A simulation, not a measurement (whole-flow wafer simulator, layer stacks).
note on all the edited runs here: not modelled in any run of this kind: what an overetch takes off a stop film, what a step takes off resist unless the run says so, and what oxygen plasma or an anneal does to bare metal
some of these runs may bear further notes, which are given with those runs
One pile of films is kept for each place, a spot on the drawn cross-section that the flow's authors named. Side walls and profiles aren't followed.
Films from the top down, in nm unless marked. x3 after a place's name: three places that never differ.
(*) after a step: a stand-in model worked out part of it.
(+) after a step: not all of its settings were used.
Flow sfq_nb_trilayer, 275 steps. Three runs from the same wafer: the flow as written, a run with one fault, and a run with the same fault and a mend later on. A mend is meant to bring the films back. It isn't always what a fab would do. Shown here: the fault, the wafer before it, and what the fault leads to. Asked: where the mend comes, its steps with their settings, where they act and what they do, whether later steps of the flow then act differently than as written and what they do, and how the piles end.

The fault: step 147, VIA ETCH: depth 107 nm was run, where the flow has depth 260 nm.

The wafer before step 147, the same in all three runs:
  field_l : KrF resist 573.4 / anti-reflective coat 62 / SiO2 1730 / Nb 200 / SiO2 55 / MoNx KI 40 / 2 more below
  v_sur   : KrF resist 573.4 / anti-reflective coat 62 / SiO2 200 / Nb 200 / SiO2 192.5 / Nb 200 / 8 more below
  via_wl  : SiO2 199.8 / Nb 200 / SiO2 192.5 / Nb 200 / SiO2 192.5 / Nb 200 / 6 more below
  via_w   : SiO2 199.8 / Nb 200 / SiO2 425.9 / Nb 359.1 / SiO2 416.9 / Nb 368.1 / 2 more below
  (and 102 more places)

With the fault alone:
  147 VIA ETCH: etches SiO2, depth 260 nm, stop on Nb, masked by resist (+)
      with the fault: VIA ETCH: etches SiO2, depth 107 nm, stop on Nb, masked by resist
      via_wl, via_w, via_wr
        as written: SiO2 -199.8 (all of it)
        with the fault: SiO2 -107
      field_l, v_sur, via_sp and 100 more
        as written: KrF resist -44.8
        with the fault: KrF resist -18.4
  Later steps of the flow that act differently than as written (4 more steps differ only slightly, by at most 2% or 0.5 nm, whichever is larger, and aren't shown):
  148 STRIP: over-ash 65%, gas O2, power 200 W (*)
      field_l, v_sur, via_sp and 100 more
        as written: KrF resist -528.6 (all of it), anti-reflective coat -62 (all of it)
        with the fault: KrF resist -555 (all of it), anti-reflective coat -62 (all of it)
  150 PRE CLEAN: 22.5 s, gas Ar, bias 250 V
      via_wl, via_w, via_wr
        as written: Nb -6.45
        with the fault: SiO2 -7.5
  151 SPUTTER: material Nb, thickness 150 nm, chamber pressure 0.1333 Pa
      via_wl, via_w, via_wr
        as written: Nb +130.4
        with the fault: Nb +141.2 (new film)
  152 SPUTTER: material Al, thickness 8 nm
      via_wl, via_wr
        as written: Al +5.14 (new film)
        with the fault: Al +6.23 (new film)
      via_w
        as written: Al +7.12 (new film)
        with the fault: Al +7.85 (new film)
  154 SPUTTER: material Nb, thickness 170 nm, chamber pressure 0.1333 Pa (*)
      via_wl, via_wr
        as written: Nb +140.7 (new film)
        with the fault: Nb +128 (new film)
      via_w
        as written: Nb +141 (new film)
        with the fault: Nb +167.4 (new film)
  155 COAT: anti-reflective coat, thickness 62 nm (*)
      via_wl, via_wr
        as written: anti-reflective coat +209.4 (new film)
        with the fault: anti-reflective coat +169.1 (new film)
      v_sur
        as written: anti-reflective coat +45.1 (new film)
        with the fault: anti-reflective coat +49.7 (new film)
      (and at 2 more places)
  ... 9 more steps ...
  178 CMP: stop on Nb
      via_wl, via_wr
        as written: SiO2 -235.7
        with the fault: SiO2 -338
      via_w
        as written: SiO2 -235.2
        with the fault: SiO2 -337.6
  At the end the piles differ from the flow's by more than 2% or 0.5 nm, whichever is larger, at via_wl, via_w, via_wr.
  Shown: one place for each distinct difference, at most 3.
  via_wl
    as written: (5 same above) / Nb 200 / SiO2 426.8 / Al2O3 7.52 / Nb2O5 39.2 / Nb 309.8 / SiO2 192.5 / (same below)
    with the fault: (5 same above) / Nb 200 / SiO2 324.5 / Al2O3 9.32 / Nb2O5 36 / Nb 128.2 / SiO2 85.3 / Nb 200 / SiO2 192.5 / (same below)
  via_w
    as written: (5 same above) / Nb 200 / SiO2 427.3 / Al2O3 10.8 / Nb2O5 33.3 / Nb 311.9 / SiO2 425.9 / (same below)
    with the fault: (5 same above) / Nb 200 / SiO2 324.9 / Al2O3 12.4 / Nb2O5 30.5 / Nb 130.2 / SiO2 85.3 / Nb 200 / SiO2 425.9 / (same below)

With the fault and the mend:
  The mend comes after step 148.
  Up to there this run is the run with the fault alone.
  148a COAT: anti-reflective coat, thickness 62 nm (*) (the flow's step 140 once more)
      p4_fl x3, p4_w1 x9, p4_g1 x2 and 63 more
        anti-reflective coat +62 (new film)
      c5j, ce_r, sp_r and 13 more
        anti-reflective coat +61.9 (new film)
      be, be_sur, gap, jj_sur, ce_l
        anti-reflective coat +61.8 (new film)
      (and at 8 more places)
  148b COAT: KrF resist, thickness 650 nm (*) (the flow's step 141 once more)
      p4_fl x3, p4_w1 x9, p4_g1 x2 and 63 more
        KrF resist +650 (new film)
      res, r_end, moat, field_r, l0_sur, l0v
        KrF resist +649.5 (new film)
      lsp_l, ln_m5, lsp_m, ln_m6, lsp_r
        KrF resist +649.6 (new film)
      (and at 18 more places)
  148c SOFTBAKE: KrF resist (the flow's step 142 once more)
      changes no film at any place that is followed
  148d EXPOSE: photomask I4, dose 11.93 mJ/cm2, NA 0.6, wavelength 248 nm (*) (the flow's step 143 once more)
      changes no film at any place that is followed
  148e PEB: KrF resist, 90 s (the flow's step 144 once more)
      gap, jj_sur, ce_l and 93 more
        KrF resist -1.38
      via_sp, via_v, wire, be, be_sur
        KrF resist -1.37
      via_wl, via_wr
        KrF resist -1.48
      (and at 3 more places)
  148f DEVELOP: KrF resist, thickness 650 nm, 60 s (the flow's step 145 once more)
      field_l, v_sur, via_sp and 100 more
        KrF resist -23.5
      via_wl
        KrF resist -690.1 (all of it)
      via_w
        KrF resist -712.7 (all of it)
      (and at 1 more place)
  148g VIA ETCH: etches anti-reflective coat, depth 125 nm, masked by resist (+) (the flow's step 146 once more)
      field_l, v_sur, via_sp and 100 more
        KrF resist -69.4
      via_wl
        anti-reflective coat -107.3 (all of it)
      via_w
        anti-reflective coat -81.6 (all of it), SiO2 -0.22
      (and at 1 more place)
  148h VIA ETCH: etches SiO2, depth 153 nm, stop on Nb, masked by resist (+) (the flow's step 147 once more, with other settings)
      field_l, v_sur, via_sp and 100 more
        KrF resist -24
      via_wl, via_wr
        SiO2 -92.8 (all of it)
      via_w
        SiO2 -92.6 (all of it)
  148i STRIP: over-ash 65%, gas O2, power 200 W (*) (the flow's step 148 once more)
      p4_fl x3, p4_w1 x9, p4_g1 x2 and 63 more
        KrF resist -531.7 (all of it), anti-reflective coat -62 (all of it)
      r_end, moat, field_r, lsp_l, ln_m5, lsp_r, l0_sur, l0v
        KrF resist -531.2 (all of it), anti-reflective coat -61.9 (all of it)
      c5j, ce_r, sp_r
        KrF resist -531 (all of it), anti-reflective coat -61.9 (all of it)
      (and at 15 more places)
  No later step of the flow acts differently than as written, at any place that is followed, by more than 2% or 0.5 nm, whichever is larger.
  At the end the piles are the same as the flow's at every place that both follow.
